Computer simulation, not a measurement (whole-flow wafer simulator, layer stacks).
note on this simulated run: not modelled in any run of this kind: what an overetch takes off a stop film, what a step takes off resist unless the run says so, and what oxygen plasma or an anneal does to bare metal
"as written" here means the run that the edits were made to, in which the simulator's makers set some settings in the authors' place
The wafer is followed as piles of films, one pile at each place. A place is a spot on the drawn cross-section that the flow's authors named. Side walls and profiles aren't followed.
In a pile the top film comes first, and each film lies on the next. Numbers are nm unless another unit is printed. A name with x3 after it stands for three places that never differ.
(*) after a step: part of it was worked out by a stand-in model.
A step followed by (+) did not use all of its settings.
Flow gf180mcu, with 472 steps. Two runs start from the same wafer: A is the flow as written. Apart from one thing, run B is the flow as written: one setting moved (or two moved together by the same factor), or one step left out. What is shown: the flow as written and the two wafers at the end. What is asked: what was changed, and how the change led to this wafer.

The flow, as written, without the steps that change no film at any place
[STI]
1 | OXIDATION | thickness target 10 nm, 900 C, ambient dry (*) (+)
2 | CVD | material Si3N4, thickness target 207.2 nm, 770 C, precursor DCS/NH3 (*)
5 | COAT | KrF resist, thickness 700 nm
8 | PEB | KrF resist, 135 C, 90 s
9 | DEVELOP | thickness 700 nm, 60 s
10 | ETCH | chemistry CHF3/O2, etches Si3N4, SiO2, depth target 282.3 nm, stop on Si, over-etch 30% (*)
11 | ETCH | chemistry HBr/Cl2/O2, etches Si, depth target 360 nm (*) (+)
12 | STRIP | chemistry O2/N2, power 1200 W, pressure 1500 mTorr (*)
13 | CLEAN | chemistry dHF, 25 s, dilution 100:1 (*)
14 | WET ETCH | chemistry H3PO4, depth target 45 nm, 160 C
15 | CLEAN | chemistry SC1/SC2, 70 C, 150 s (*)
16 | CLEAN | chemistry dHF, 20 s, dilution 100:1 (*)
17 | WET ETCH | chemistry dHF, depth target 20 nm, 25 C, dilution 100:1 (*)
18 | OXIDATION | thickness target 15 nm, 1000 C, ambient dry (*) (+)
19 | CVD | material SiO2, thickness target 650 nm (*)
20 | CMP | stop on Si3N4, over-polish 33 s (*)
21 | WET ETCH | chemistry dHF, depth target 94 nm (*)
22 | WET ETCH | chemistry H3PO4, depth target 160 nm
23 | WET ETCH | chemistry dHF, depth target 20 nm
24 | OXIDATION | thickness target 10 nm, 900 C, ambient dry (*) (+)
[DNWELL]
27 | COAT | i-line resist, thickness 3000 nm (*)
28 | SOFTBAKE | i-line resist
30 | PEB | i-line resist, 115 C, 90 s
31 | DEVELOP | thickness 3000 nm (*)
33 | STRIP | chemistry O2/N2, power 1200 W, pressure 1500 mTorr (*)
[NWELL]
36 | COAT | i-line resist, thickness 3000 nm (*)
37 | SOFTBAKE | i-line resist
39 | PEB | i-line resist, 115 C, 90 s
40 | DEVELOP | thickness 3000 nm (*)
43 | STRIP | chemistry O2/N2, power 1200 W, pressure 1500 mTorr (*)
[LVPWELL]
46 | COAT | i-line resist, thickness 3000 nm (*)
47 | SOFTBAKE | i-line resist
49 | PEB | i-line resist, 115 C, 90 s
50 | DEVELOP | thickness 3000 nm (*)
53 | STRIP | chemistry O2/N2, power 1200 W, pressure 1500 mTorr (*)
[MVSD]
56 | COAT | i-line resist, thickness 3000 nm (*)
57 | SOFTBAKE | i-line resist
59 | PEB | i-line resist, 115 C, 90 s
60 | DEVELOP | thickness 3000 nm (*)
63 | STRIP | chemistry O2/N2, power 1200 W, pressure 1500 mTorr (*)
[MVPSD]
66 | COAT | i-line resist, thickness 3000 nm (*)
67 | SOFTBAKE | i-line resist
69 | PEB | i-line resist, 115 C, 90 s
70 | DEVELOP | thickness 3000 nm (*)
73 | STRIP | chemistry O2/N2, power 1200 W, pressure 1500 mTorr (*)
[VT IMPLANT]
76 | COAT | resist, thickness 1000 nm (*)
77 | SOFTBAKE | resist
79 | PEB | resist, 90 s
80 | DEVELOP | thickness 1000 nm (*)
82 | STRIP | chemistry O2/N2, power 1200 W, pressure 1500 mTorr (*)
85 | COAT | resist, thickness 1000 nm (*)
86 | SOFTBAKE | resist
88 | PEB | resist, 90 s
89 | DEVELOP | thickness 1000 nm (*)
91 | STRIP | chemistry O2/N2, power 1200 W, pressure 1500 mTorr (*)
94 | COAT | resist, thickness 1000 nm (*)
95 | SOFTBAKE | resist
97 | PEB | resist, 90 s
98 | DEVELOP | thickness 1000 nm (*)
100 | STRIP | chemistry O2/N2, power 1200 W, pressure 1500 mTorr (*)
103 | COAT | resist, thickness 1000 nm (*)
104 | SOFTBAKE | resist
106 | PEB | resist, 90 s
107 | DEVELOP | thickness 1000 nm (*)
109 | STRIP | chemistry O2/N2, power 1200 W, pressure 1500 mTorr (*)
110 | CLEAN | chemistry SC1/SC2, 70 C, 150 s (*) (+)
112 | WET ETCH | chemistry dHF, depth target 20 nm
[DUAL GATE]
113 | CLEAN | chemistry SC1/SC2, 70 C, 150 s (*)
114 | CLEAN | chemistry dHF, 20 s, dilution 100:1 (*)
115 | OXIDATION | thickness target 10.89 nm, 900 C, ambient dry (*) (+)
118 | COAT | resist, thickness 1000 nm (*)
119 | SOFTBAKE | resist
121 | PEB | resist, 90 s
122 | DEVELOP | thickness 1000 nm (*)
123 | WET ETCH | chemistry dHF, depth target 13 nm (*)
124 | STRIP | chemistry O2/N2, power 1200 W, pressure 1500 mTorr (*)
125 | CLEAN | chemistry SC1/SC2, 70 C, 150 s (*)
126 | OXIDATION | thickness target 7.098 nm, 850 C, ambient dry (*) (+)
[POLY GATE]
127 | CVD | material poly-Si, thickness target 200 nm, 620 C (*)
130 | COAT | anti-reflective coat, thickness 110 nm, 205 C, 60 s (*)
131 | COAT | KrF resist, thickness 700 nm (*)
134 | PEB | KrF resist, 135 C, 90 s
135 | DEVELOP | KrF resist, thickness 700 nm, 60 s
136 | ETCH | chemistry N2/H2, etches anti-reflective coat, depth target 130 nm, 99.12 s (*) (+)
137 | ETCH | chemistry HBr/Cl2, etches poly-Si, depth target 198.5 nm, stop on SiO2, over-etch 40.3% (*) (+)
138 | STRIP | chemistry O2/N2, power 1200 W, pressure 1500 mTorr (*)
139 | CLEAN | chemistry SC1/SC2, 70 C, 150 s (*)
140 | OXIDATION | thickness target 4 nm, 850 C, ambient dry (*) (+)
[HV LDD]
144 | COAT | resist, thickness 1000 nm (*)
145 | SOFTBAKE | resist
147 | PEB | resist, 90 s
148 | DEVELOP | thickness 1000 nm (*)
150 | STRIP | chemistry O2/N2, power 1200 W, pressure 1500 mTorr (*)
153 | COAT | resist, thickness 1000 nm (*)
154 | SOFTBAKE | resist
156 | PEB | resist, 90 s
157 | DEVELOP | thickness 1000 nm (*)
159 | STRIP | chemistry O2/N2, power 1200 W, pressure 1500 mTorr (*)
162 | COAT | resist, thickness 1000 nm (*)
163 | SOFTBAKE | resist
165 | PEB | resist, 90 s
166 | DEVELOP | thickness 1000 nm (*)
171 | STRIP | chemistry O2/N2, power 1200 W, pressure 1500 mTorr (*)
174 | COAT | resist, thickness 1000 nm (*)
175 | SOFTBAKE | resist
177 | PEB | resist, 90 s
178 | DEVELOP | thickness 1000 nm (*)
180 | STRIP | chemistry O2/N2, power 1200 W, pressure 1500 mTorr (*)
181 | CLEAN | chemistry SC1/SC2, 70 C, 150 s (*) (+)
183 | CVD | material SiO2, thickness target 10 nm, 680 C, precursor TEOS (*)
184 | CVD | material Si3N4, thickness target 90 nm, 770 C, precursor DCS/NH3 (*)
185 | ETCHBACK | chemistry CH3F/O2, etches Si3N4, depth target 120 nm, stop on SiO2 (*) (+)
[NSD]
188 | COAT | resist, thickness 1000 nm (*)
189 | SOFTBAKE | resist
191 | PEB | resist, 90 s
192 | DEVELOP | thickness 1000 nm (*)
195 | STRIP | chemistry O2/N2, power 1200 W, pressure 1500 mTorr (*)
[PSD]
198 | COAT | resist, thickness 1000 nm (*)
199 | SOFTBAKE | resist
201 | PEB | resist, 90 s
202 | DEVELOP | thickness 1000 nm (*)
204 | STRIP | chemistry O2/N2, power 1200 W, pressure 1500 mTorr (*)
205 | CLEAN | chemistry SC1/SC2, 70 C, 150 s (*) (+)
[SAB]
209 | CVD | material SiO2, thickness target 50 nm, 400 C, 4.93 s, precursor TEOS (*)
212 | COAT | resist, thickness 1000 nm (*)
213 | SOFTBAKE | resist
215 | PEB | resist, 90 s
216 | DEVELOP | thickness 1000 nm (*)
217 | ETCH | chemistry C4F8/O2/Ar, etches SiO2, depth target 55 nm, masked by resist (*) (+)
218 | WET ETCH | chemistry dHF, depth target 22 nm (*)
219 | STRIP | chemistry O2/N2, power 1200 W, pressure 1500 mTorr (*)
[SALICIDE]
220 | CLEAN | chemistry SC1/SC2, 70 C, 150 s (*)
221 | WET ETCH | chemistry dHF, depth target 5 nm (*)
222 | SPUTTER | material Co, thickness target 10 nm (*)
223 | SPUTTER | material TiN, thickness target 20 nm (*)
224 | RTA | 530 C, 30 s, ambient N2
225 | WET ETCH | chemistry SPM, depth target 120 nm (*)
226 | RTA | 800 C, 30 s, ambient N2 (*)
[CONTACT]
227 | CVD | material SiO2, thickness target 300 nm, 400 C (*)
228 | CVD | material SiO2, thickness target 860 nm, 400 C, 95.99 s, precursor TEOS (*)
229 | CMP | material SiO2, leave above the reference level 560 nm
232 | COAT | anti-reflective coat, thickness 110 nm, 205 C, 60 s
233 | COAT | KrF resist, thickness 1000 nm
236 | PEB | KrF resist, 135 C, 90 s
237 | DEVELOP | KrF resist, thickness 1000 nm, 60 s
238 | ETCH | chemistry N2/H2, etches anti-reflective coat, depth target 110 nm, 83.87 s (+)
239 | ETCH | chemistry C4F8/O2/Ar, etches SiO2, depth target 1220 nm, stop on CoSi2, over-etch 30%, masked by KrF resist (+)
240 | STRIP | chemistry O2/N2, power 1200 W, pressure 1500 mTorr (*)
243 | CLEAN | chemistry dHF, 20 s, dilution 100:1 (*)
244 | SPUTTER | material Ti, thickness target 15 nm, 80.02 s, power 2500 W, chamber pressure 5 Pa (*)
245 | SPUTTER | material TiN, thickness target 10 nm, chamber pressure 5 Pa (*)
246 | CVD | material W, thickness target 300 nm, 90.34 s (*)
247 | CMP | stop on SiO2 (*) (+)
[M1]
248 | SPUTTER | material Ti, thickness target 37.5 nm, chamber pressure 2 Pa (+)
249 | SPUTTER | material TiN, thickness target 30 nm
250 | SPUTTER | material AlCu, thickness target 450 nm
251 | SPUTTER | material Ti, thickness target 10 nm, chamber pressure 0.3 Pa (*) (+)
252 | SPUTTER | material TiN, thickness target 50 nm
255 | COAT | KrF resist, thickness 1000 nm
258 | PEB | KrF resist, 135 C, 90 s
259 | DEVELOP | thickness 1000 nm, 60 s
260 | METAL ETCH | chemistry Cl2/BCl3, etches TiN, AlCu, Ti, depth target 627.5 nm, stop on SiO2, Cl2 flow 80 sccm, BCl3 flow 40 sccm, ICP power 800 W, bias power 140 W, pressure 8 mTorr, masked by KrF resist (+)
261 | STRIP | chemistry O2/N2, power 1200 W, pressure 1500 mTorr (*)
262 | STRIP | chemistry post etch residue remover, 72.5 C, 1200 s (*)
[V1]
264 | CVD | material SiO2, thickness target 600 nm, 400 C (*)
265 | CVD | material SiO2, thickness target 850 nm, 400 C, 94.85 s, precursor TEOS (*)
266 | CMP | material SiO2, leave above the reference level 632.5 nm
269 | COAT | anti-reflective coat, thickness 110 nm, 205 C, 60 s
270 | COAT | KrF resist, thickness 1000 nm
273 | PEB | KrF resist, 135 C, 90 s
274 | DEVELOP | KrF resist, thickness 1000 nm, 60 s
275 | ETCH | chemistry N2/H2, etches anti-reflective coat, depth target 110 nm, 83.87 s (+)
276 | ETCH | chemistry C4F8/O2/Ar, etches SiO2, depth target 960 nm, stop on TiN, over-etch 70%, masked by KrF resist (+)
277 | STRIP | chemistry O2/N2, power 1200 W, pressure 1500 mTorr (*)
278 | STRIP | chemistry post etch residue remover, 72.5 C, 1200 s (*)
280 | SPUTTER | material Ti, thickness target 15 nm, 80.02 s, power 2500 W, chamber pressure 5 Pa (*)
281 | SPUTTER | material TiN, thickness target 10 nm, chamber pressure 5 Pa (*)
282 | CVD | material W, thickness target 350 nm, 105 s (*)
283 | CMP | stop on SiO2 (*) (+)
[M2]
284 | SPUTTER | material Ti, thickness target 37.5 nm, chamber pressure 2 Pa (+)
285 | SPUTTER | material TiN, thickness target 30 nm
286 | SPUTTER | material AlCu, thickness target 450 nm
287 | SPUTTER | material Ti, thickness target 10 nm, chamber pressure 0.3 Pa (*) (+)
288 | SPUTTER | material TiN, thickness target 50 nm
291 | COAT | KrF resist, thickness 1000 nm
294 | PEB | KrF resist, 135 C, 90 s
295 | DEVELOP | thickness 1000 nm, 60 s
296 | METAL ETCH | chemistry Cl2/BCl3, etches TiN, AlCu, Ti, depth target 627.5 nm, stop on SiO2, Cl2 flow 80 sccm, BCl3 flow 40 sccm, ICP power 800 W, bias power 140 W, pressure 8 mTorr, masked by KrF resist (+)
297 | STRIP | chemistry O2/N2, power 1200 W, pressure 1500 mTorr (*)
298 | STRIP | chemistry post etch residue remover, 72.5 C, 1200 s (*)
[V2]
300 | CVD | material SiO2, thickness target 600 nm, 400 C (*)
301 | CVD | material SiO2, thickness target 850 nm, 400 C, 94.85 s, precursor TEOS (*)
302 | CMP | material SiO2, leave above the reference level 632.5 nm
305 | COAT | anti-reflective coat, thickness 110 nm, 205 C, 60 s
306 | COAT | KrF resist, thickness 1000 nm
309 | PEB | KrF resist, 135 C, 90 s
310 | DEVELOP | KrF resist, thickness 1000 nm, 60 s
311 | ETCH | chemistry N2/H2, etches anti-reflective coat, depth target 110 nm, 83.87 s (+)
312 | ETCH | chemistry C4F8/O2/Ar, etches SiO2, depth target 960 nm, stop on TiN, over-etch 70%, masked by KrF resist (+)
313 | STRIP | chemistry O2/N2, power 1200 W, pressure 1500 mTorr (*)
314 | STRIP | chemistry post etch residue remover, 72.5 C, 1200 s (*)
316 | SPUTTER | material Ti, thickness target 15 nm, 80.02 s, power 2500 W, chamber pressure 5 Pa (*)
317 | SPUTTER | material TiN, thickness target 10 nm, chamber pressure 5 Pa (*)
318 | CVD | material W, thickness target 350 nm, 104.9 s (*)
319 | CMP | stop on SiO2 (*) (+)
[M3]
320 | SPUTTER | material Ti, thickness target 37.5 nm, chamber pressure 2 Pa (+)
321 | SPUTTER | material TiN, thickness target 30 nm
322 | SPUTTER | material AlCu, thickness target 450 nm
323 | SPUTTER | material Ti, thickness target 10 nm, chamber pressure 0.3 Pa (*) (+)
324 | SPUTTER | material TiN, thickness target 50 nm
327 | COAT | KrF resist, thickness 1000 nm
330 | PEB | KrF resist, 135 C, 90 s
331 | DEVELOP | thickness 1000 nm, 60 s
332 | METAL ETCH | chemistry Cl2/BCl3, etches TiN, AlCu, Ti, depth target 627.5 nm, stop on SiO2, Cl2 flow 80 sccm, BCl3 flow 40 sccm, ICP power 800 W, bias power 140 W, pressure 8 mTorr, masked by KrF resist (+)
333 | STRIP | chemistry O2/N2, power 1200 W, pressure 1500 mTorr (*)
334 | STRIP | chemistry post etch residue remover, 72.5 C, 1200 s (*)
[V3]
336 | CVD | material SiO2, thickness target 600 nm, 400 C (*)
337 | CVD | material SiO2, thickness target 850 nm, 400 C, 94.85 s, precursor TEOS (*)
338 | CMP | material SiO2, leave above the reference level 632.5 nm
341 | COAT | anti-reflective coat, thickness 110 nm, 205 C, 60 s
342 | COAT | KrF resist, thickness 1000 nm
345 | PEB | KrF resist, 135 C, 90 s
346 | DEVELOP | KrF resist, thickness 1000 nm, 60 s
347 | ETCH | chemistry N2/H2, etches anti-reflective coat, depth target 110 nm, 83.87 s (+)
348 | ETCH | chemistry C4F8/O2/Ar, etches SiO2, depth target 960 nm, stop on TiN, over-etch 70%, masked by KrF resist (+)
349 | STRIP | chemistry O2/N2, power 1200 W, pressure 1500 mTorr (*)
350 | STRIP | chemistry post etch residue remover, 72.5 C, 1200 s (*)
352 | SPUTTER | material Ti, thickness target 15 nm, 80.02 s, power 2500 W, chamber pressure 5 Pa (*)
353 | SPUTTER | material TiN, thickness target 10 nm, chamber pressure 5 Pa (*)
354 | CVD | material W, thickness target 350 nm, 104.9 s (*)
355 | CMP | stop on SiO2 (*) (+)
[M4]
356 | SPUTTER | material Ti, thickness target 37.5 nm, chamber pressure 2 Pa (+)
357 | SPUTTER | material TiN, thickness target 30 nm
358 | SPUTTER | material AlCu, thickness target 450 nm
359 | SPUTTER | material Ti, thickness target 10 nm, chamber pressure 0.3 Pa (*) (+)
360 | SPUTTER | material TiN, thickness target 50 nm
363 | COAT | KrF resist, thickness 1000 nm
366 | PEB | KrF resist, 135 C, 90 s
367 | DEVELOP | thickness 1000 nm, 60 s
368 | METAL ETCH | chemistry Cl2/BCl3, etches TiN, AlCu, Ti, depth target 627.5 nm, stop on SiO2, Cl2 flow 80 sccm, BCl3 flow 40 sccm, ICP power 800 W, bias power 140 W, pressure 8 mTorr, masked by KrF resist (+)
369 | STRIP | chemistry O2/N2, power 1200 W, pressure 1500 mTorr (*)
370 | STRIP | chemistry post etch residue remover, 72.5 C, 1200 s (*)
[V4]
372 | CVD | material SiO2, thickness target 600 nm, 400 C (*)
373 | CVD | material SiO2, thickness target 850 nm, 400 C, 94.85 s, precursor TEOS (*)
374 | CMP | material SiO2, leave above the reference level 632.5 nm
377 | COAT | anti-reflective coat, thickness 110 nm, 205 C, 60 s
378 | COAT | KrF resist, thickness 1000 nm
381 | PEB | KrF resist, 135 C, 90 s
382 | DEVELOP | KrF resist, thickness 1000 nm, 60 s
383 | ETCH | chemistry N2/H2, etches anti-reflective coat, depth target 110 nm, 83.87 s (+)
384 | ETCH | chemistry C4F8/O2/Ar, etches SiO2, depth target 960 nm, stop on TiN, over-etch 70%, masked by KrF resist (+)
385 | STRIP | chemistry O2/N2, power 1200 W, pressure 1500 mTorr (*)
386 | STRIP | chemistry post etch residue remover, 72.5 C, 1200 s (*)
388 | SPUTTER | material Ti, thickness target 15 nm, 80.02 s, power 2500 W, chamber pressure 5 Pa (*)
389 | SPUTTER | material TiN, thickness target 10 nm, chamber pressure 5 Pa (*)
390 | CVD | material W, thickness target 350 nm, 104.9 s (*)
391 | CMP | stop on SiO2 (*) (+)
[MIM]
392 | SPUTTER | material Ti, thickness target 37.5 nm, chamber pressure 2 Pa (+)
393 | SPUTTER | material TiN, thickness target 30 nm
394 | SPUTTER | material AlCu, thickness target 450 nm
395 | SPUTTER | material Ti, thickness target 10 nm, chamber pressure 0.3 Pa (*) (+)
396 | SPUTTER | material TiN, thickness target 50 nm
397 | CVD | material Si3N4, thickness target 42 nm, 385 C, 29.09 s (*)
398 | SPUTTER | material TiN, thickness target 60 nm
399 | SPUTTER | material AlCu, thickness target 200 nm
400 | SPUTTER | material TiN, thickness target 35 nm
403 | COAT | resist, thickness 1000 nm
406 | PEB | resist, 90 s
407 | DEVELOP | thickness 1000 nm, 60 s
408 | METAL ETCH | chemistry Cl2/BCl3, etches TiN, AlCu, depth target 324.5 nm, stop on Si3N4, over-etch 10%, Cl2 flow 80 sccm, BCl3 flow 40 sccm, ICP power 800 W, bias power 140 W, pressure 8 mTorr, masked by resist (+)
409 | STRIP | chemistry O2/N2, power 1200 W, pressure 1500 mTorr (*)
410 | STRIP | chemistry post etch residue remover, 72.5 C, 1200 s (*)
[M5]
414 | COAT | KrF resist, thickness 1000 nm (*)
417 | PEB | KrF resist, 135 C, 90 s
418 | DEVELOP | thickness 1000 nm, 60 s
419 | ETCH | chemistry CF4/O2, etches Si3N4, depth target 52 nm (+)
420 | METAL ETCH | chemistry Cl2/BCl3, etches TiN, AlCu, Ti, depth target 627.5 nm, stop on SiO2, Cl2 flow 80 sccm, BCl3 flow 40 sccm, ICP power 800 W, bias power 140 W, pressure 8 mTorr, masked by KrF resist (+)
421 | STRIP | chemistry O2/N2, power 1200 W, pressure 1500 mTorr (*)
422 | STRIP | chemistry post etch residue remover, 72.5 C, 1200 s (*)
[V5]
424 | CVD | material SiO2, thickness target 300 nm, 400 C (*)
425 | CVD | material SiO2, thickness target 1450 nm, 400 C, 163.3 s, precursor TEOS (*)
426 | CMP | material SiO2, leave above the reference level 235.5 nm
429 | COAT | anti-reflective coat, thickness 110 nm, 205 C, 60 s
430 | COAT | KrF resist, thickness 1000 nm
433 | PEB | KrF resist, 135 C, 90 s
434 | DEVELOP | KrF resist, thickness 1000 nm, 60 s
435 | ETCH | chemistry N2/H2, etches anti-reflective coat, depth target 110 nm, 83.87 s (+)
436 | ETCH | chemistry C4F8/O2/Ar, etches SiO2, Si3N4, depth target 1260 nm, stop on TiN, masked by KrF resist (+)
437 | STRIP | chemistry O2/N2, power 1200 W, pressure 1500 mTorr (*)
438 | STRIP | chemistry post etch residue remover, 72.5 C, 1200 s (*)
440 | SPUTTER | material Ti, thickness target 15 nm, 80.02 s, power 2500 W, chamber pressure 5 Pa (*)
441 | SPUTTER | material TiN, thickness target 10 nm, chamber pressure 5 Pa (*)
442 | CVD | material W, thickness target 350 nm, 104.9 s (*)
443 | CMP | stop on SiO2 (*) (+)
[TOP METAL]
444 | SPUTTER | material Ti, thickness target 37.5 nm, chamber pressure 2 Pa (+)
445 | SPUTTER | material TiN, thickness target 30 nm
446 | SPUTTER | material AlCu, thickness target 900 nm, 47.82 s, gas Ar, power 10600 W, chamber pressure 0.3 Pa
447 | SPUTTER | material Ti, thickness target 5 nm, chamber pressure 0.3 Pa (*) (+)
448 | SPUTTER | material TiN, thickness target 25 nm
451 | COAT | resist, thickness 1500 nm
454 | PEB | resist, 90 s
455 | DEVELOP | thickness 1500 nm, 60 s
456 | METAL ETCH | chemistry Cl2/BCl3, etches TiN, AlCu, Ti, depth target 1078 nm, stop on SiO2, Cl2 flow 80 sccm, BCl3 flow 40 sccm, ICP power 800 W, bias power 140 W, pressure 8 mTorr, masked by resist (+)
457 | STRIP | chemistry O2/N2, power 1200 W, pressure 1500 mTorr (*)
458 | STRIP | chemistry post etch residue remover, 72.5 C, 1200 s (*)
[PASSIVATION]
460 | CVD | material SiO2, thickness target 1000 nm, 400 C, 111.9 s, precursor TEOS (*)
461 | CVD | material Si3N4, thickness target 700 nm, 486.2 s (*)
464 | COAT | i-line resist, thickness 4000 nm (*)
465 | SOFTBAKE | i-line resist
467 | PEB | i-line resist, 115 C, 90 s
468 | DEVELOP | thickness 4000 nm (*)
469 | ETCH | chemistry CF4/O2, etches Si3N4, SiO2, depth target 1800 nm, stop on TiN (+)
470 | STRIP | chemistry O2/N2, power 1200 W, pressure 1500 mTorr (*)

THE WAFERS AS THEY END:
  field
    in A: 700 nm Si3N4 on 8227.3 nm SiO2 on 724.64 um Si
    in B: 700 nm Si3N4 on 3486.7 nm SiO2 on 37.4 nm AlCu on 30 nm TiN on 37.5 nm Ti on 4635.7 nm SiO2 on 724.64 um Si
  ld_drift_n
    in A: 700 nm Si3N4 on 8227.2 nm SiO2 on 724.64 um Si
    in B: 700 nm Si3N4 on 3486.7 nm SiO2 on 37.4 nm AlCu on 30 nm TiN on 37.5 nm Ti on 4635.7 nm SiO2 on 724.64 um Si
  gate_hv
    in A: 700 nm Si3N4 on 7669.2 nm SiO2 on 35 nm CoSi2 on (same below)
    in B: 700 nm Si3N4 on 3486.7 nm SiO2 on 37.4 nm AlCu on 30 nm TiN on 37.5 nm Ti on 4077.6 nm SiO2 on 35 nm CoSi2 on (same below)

The reason: step 368, METAL ETCH: depth target 466.9 nm was run, though the flow has depth target 627.5 nm.

How this came from the change, step by step:
  368 | METAL ETCH | chemistry Cl2/BCl3, etches TiN, AlCu, Ti, depth target 627.5 nm, stop on SiO2, Cl2 flow 80 sccm, BCl3 flow 40 sccm, ICP power 800 W, bias power 140 W, pressure 8 mTorr, masked by KrF resist (+)
      field, field__w1, field__w2 and 103 more: A TiN loses 50 (all of it), Ti loses 10 (all of it), AlCu loses 450 (all of it), TiN loses 30 (all of it), Ti loses 37.5 (all of it) | B TiN loses 50 (all of it), Ti loses 10 (all of it), AlCu loses 406.9
      field__w8, contact, m1, m1__w1, m1_nw: A KrF resist loses 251 | B KrF resist loses 186.8
  369 | STRIP | chemistry O2/N2, power 1200 W, pressure 1500 mTorr (*)
      field__w8, contact, m1, m1__w1, m1_nw: A KrF resist loses 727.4 (all of it) | B KrF resist loses 791.6 (all of it)
  370 | STRIP | chemistry post etch residue remover, 72.5 C, 1200 s (*)
      field, field__w1, field__w2 and 103 more: A nothing | B AlCu loses 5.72
  372 | CVD | material SiO2, thickness target 600 nm, 400 C (*)
      field, field__w1, field__w2 and 103 more: A SiO2 gains 600 | B SiO2 gains 600 (new film)
  374 | CMP | material SiO2, leave above the reference level 632.5 nm
      field, field__w1, field__w2 and 103 more: A SiO2 loses 300 | B SiO2 loses 404.9
Taking metal films that touch as one body, field has 1 body; the flow as written gives 0 bodies.
Taking metal films that touch as one body, ld_drift_n has 1 body; the flow as written gives 0 bodies.
Taking metal films that touch as one body, gate_hv has 2 bodies (between them, from the top down: SiO2 4077.6); the flow as written gives 1 body.
